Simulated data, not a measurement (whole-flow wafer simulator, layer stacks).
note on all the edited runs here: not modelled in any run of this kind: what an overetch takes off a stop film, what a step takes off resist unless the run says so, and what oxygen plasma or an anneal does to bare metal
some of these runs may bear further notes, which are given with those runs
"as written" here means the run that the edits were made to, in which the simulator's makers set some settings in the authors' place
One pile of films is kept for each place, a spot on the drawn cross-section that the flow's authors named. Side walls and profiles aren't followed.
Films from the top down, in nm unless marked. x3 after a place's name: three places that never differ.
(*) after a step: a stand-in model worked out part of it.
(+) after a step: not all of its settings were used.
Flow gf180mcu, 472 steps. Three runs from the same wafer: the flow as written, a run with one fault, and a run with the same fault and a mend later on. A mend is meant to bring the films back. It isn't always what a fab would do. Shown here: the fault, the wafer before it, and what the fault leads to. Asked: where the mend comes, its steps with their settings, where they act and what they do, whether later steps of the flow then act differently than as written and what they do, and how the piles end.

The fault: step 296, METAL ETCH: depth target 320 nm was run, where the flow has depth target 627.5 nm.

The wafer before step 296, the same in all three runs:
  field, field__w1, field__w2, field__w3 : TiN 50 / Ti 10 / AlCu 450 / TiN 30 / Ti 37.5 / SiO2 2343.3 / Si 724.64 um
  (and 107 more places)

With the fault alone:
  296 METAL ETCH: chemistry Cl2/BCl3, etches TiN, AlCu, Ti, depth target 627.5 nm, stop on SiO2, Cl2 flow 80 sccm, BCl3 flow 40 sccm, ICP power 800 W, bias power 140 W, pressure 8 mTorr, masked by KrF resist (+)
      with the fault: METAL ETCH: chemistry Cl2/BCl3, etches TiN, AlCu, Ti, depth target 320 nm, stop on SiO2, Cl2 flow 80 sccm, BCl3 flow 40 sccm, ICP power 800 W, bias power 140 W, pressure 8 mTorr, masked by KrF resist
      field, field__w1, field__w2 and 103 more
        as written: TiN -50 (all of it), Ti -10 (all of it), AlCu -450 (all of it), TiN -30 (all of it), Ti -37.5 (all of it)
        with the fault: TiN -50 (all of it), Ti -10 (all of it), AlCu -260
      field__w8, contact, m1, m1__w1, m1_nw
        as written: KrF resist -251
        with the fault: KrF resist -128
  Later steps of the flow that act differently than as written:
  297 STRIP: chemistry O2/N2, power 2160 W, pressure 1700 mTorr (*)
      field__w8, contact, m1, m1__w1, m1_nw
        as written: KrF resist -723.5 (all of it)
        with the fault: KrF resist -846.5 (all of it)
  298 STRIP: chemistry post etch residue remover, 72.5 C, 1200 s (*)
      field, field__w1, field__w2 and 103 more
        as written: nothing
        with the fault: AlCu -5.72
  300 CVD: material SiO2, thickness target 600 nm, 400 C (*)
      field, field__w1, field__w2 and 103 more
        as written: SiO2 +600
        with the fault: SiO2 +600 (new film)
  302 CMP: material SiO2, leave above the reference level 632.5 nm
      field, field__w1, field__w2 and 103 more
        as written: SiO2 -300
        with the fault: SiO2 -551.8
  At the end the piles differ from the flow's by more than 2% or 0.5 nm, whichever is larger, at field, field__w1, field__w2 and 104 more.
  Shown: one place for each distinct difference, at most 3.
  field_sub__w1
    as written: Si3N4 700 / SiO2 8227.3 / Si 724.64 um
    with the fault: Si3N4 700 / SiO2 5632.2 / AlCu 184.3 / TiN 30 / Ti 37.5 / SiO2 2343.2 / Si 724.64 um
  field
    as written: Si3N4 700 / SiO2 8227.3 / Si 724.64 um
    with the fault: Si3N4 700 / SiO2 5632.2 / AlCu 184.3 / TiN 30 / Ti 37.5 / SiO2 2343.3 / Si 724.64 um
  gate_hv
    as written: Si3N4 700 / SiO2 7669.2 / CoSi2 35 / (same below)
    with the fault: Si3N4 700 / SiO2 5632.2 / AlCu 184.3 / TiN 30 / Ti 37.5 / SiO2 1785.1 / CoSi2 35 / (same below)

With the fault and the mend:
  The mend comes after step 296.
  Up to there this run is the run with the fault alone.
  296a METAL ETCH: chemistry Cl2/BCl3, etches TiN, AlCu, Ti, depth target 307.5 nm, stop on SiO2, Cl2 flow 80 sccm, BCl3 flow 40 sccm, ICP power 800 W, bias power 140 W, pressure 8 mTorr, masked by KrF resist (+) (the flow's step 296 once more, with other settings)
      field, field__w1, field__w2 and 103 more
        AlCu -190 (all of it), TiN -30 (all of it), Ti -37.5 (all of it)
      field__w8, contact, m1, m1__w1, m1_nw
        KrF resist -123
  No later step of the flow acts differently than as written at any place that is followed.
  At the end the piles are the same as the flow's at every place that both follow.
